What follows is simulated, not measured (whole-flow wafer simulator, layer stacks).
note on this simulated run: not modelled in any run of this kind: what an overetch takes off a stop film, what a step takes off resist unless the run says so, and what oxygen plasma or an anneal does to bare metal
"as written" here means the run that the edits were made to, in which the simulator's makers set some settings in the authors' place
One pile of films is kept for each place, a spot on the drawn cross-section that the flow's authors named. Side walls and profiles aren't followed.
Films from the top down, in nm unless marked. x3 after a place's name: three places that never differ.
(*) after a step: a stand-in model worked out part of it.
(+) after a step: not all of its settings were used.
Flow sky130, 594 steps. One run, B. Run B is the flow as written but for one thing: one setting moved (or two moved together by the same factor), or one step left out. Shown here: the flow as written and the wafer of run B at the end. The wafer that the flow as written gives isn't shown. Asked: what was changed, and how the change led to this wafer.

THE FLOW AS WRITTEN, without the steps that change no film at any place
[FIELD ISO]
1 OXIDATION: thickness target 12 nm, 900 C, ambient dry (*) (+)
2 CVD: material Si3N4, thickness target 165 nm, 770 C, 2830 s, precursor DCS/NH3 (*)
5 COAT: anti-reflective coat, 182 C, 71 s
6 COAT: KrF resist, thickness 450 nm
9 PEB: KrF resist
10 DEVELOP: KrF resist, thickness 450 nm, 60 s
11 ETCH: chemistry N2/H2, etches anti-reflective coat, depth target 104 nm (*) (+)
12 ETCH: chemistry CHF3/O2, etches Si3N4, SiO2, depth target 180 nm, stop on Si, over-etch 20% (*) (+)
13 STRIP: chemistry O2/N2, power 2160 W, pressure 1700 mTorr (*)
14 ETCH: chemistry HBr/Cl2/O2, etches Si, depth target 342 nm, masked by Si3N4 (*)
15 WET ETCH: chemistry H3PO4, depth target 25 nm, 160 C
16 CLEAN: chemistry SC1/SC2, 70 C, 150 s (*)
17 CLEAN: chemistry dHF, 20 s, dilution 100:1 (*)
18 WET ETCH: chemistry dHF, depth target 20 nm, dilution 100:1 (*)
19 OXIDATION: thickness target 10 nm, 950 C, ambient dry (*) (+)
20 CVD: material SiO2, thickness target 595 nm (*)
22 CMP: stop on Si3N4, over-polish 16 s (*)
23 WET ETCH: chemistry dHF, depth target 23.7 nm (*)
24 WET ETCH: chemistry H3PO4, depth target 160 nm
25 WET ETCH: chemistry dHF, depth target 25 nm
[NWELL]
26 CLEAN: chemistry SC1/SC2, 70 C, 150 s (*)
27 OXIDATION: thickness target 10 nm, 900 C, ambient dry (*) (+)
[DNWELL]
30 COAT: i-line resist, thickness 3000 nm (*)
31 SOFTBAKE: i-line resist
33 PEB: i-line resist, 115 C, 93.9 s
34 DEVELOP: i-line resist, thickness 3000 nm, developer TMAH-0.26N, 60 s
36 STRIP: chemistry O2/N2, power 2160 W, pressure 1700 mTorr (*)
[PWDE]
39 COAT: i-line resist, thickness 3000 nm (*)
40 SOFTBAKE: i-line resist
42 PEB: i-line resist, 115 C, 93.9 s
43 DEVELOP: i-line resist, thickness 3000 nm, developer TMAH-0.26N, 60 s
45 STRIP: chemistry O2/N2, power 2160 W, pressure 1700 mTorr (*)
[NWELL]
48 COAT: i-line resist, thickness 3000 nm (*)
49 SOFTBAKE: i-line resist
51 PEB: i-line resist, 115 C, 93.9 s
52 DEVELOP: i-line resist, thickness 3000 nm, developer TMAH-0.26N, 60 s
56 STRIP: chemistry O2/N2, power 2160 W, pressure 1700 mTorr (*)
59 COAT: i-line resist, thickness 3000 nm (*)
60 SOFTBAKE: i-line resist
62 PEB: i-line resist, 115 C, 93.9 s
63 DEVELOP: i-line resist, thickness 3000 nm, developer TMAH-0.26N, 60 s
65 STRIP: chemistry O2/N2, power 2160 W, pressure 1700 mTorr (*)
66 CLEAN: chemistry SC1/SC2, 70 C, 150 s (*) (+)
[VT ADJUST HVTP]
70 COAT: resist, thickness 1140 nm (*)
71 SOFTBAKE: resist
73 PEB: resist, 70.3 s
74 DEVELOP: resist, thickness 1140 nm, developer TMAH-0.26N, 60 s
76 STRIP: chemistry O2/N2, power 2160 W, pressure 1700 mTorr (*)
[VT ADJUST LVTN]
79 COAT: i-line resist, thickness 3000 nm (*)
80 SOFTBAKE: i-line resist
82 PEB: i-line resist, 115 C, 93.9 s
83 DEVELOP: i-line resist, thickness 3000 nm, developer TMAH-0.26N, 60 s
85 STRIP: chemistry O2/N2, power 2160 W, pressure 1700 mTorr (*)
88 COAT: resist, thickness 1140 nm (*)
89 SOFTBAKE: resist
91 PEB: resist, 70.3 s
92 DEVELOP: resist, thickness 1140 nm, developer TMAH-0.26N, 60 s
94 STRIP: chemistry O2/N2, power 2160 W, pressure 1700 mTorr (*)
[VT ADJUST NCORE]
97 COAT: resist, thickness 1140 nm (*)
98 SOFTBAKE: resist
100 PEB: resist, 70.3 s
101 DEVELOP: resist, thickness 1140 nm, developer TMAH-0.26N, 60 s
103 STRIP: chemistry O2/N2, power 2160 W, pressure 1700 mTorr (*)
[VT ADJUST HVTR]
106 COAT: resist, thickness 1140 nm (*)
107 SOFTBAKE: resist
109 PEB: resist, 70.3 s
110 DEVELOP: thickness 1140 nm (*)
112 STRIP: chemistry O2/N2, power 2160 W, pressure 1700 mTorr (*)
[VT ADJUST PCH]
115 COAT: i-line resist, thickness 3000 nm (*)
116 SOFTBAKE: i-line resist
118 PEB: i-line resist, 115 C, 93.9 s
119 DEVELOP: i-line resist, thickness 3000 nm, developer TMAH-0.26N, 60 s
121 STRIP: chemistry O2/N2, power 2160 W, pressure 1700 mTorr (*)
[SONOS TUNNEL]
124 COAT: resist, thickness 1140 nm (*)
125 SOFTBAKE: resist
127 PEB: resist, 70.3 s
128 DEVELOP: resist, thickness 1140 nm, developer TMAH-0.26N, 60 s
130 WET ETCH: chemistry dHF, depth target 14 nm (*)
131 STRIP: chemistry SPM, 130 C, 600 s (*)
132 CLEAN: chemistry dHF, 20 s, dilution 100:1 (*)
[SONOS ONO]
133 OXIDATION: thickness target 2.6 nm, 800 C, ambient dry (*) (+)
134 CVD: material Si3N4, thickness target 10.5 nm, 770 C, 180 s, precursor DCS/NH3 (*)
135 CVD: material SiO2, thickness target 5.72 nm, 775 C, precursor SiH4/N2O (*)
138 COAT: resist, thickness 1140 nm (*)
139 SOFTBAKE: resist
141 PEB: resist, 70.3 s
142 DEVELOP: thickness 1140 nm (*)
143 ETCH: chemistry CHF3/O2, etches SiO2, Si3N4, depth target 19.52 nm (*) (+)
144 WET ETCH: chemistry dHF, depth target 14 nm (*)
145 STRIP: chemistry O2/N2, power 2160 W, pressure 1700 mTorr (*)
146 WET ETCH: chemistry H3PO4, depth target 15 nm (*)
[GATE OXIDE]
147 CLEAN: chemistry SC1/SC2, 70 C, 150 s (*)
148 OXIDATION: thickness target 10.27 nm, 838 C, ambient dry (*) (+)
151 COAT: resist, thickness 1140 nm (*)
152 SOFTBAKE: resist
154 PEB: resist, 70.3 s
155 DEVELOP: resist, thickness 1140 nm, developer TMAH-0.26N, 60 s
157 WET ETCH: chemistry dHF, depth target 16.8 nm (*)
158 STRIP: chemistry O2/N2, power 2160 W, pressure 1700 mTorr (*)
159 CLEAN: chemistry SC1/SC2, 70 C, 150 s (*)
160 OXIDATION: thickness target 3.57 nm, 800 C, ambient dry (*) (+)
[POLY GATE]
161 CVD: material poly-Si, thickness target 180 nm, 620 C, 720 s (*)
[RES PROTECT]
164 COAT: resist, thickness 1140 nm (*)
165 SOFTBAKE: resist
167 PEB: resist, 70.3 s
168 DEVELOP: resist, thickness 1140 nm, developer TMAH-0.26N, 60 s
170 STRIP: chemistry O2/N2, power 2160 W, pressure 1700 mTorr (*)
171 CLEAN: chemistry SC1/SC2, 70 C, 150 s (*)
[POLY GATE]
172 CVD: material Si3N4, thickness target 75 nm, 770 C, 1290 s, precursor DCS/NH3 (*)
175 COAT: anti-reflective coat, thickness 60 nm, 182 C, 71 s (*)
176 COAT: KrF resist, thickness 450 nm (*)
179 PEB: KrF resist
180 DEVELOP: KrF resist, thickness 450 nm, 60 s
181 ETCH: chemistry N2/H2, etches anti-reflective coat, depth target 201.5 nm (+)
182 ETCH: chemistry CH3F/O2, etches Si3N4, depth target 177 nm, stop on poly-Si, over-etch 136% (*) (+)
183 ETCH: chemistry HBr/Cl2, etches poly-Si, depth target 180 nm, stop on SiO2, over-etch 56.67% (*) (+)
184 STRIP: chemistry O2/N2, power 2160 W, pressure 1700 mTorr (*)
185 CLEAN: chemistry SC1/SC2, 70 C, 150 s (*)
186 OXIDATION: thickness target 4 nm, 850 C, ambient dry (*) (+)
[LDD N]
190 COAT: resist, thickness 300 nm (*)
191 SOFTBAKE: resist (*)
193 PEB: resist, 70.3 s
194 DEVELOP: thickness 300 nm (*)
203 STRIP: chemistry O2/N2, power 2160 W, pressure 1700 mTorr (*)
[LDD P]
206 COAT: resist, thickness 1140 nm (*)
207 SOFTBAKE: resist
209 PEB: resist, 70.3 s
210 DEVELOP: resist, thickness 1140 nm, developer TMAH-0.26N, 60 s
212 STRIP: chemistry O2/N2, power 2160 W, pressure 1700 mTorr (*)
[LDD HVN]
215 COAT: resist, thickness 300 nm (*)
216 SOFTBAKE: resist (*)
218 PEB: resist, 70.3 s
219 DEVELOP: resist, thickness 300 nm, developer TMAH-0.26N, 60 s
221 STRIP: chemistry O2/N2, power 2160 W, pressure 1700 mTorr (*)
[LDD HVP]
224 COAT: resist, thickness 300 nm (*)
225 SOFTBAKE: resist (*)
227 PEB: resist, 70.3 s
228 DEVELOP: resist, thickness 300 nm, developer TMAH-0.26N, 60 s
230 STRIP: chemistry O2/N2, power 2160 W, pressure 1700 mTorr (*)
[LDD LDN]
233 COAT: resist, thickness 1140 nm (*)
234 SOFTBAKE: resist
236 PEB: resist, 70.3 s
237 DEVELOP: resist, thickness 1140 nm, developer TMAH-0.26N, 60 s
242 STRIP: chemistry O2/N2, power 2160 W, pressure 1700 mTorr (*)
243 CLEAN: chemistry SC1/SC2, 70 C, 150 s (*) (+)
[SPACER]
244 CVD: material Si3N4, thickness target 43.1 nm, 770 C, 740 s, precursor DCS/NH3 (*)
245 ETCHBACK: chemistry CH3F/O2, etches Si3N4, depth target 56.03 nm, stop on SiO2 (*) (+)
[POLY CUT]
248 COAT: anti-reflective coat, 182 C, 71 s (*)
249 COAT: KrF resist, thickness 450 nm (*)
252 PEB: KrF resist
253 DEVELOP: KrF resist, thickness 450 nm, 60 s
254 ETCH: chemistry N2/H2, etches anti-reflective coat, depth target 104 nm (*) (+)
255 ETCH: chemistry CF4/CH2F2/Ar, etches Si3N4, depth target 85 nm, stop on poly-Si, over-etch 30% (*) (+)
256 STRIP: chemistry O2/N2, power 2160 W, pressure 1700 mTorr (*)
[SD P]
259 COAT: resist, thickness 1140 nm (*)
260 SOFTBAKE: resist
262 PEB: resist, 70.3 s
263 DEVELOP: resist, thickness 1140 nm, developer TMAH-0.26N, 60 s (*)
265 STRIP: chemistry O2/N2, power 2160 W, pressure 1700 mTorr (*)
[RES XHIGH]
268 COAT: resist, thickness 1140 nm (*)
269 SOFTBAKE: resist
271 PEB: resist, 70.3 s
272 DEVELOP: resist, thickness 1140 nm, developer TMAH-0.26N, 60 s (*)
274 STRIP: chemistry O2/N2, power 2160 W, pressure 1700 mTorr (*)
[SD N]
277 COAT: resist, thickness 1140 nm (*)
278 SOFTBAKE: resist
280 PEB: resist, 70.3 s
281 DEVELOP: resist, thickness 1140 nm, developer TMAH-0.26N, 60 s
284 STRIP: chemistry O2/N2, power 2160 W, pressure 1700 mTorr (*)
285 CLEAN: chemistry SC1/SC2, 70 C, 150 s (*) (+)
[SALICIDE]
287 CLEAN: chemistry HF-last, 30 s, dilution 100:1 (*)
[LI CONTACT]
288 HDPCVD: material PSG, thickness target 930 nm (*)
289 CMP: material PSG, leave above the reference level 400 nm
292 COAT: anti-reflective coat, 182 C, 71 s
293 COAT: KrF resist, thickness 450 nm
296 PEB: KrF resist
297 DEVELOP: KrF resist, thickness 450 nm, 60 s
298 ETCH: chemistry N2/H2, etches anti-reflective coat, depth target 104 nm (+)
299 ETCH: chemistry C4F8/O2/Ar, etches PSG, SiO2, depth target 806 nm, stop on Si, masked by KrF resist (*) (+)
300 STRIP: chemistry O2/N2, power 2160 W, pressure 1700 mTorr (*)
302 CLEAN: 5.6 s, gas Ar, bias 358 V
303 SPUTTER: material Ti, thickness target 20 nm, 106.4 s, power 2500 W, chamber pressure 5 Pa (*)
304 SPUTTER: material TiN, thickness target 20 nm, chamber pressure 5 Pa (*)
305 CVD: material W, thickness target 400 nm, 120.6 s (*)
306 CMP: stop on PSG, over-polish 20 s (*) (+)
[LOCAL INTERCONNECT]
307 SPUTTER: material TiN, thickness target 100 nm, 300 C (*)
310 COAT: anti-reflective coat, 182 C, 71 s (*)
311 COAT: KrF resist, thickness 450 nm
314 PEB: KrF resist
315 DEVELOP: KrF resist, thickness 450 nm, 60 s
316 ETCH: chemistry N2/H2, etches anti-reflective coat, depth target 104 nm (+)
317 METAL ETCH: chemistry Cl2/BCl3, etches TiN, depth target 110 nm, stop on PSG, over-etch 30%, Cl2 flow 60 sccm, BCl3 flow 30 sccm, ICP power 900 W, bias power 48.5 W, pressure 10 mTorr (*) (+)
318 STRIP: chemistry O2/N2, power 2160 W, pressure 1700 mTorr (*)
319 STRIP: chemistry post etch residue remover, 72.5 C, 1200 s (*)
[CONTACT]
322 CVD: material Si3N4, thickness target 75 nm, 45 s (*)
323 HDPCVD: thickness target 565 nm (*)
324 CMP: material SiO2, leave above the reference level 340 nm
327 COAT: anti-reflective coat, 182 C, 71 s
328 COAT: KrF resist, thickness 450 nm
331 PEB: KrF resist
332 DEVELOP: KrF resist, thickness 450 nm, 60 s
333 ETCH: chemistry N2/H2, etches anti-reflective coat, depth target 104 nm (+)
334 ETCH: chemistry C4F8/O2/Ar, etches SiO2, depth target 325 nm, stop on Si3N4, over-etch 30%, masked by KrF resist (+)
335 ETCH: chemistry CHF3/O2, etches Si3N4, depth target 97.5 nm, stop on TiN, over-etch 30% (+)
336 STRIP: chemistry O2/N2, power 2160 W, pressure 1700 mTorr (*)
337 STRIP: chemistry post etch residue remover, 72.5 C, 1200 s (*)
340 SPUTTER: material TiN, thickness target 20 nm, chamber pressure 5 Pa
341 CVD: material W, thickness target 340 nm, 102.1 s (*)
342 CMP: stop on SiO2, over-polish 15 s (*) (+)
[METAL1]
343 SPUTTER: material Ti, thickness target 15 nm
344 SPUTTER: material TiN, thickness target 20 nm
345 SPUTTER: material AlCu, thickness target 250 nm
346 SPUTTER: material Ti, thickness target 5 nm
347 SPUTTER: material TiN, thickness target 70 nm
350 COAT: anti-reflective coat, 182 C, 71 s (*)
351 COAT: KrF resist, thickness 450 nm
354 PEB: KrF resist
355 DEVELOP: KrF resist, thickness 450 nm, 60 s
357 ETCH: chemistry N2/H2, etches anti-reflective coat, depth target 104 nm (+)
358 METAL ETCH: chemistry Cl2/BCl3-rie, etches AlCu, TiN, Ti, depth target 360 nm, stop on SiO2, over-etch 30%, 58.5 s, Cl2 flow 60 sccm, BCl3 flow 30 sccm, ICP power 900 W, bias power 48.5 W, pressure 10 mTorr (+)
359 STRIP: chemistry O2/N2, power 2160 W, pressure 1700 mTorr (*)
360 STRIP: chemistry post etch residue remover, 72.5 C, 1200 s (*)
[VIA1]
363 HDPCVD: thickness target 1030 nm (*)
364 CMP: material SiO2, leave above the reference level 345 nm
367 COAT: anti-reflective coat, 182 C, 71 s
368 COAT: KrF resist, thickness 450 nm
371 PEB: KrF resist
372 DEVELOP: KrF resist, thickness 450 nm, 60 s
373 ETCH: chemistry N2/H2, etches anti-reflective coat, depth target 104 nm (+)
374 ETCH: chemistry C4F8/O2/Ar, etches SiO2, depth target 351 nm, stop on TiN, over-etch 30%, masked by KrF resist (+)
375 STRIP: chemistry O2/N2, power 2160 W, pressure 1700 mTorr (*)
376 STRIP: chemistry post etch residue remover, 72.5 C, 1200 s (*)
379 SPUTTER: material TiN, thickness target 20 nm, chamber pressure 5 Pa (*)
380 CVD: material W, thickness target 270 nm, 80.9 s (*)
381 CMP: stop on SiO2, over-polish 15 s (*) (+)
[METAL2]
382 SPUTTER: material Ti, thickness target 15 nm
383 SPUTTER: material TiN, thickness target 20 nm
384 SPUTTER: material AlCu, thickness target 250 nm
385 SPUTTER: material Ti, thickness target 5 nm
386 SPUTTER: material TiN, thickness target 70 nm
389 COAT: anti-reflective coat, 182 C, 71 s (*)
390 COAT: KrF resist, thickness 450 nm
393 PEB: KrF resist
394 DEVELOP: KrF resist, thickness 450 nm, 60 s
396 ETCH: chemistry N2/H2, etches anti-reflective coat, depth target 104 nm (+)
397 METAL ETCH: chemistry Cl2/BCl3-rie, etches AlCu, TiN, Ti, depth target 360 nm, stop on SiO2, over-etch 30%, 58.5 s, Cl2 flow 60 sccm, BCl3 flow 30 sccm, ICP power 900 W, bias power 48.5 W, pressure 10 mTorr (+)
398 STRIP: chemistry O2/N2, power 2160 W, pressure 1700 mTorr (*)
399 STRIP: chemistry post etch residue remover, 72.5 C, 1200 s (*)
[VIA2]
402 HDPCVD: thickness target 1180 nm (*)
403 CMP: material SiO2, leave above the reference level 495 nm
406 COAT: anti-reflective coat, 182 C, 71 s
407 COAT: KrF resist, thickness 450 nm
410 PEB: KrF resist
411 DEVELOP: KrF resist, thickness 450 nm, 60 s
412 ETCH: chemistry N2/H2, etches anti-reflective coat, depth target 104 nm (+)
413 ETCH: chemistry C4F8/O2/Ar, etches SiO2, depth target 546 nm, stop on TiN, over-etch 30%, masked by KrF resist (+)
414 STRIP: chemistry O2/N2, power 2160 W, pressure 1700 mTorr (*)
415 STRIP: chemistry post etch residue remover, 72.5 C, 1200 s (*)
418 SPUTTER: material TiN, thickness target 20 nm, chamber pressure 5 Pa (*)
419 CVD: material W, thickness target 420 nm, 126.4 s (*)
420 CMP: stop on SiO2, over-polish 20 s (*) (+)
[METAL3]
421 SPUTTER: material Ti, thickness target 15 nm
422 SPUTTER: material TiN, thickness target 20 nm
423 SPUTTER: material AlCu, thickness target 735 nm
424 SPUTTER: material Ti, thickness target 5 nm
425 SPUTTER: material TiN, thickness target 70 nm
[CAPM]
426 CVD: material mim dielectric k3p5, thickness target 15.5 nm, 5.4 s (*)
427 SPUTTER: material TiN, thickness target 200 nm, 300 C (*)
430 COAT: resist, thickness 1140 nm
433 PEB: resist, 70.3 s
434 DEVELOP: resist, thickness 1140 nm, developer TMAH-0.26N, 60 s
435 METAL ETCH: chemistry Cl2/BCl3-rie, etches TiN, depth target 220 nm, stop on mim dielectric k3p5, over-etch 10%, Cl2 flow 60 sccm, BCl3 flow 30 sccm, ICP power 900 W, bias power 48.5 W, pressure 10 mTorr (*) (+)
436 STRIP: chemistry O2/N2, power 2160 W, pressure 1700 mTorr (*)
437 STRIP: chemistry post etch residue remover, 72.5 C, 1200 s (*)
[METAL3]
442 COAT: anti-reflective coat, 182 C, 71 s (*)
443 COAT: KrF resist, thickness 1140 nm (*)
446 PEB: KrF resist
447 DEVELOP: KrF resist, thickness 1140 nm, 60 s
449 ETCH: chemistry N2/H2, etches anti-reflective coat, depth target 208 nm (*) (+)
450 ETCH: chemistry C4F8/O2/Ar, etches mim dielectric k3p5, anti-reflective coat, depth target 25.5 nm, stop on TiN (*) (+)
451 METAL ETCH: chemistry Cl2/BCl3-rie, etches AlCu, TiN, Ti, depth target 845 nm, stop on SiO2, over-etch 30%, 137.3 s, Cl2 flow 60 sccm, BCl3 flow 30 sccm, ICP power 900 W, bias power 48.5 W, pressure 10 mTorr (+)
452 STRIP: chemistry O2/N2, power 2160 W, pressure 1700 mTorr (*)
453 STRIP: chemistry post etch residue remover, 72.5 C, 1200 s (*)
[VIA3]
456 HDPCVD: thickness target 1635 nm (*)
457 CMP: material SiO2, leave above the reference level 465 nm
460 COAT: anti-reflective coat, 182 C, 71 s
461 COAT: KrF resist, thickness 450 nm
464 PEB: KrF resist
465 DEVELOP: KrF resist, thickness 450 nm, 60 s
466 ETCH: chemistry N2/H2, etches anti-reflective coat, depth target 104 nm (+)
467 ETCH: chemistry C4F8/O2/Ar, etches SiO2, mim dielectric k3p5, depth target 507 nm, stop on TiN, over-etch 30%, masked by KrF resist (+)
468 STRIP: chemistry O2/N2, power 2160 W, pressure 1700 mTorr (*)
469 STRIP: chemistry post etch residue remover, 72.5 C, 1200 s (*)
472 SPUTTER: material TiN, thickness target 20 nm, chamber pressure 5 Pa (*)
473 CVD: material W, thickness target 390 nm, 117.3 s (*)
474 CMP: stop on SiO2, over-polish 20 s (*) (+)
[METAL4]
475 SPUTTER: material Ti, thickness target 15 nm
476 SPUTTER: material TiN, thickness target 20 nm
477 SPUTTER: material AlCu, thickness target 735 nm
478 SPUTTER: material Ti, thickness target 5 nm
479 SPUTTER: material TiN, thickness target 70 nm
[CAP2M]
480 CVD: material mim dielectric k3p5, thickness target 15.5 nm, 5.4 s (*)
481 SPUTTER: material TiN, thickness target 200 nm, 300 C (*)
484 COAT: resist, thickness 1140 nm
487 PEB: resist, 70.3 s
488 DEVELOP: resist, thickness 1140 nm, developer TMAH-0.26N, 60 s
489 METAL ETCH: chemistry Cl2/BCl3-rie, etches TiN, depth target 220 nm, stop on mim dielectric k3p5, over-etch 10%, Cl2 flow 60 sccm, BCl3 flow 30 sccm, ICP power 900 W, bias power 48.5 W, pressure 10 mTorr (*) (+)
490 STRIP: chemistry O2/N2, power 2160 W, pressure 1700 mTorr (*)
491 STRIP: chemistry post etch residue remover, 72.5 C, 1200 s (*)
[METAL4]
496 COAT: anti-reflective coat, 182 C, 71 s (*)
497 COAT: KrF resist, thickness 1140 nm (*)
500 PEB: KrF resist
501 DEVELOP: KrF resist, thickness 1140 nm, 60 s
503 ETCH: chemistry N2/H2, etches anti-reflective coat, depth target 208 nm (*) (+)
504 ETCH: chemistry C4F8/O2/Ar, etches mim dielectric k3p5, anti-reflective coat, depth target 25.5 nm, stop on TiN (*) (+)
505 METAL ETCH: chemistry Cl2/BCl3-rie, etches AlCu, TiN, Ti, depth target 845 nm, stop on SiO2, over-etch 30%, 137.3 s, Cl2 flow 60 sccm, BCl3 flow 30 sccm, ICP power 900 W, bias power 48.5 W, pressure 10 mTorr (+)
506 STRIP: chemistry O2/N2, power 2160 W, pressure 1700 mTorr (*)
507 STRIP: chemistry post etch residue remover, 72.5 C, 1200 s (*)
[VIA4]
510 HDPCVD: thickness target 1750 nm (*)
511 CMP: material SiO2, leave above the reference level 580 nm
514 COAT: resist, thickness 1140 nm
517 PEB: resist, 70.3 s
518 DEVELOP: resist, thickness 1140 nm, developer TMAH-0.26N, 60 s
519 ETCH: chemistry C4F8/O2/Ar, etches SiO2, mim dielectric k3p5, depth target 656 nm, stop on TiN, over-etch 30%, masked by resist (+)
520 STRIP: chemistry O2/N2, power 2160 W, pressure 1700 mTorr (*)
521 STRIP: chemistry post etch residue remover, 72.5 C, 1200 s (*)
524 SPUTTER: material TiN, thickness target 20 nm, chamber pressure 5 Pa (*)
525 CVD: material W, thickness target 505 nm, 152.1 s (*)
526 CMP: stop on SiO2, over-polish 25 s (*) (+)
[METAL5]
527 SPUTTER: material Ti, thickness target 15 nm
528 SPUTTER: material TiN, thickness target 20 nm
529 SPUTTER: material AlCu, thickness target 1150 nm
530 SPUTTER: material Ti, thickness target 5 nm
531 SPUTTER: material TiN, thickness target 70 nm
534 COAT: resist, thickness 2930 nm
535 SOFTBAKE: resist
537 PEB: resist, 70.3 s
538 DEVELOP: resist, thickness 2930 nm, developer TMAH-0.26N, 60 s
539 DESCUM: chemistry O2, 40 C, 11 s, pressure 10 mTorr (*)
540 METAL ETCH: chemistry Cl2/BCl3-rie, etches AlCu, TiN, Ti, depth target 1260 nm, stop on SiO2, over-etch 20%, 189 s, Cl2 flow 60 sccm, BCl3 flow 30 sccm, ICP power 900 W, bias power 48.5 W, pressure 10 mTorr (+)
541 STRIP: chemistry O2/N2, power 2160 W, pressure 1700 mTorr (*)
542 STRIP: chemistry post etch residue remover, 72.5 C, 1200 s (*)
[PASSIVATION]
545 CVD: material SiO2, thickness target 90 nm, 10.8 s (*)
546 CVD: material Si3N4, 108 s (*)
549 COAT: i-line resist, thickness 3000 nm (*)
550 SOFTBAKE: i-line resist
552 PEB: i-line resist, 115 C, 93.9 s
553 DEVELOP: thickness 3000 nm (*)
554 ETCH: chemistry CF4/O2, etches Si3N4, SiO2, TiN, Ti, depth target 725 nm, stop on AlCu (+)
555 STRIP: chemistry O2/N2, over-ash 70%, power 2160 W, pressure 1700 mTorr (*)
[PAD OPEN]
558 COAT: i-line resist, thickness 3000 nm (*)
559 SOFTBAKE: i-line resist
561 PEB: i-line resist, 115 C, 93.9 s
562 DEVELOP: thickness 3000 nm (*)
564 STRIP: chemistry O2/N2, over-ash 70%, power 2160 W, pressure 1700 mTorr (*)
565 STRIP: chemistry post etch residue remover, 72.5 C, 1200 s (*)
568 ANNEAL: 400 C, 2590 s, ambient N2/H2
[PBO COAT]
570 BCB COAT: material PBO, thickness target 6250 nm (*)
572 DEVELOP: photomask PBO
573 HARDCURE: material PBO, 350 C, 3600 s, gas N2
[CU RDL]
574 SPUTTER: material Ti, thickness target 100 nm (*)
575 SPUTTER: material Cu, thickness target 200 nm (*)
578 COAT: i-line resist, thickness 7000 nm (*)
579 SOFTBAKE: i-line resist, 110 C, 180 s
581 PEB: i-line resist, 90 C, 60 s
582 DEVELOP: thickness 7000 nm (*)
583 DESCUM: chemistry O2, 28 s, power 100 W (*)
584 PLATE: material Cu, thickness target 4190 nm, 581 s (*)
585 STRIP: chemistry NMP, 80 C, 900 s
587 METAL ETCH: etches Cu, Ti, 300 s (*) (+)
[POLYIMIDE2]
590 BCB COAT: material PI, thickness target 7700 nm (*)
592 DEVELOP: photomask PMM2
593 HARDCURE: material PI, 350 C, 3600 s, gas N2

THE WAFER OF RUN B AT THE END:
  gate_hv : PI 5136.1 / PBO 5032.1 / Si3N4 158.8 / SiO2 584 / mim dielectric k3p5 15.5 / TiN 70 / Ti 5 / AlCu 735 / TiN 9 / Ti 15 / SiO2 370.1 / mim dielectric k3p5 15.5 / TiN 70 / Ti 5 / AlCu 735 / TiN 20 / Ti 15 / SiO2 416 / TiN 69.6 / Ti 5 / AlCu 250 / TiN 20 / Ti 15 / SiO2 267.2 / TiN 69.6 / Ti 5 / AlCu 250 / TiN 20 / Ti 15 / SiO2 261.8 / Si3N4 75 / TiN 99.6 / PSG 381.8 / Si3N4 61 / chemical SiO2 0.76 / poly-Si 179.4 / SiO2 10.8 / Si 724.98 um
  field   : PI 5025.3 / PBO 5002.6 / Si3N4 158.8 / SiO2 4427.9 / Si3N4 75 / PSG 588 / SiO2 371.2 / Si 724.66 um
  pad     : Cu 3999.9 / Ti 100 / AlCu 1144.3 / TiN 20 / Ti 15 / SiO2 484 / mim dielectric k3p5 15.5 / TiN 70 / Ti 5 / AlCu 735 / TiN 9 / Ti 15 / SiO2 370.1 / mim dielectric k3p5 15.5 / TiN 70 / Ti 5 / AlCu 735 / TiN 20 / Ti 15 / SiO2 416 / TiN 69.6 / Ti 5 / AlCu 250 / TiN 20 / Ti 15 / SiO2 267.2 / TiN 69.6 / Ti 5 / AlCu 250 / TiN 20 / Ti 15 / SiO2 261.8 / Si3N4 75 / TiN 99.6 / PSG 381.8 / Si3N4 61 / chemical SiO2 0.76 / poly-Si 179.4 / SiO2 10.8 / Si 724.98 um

The cause: step 476, SPUTTER: thickness target 9 nm was run, where the flow has thickness target 20 nm.
It can be read off the wafer: gate_hv has TiN 9, and step 476 as written asks for 20 nm.

How the change led to this, step by step:
  476 SPUTTER: material TiN, thickness target 20 nm
      field, active, n_well and 189 more: TiN +9 (new film) (as written it would be: TiN +20 (new film))
  505 METAL ETCH: chemistry Cl2/BCl3-rie, etches AlCu, TiN, Ti, depth target 845 nm, stop on SiO2, over-etch 30%, 137.3 s, Cl2 flow 60 sccm, BCl3 flow 30 sccm, ICP power 900 W, bias power 48.5 W, pressure 10 mTorr (+)
      field, gate, spacer and 61 more: TiN -70 (all of it), Ti -5 (all of it), AlCu -735 (all of it), TiN -9 (all of it), Ti -15 (all of it), SiO2 -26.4 (as written it would be: TiN -70 (all of it), Ti -5 (all of it), AlCu -735 (all of it), TiN -20 (all of it), Ti -15 (all of it), SiO2 -25.4)
      vpp_iso1, m1_ln, poly_licon and 8 more: TiN -70 (all of it), Ti -5 (all of it), AlCu -735 (all of it), TiN -9 (all of it), Ti -15 (all of it), SiO2 -26.4 (as written it would be: TiN -70 (all of it), Ti -5 (all of it), AlCu -735 (all of it), TiN -20 (all of it), Ti -15 (all of it), SiO2 -25.3)
      (and at 13 more places)
  511 CMP: material SiO2, leave above the reference level 580 nm
      field, active, gate and 67 more: SiO2 -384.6 (as written it would be: SiO2 -374.7)
      vpp_ln, vpp_iso2, mim_edge_plate and 7 more: SiO2 -384.5 (as written it would be: SiO2 -374.7)
      (and at 8 more places)
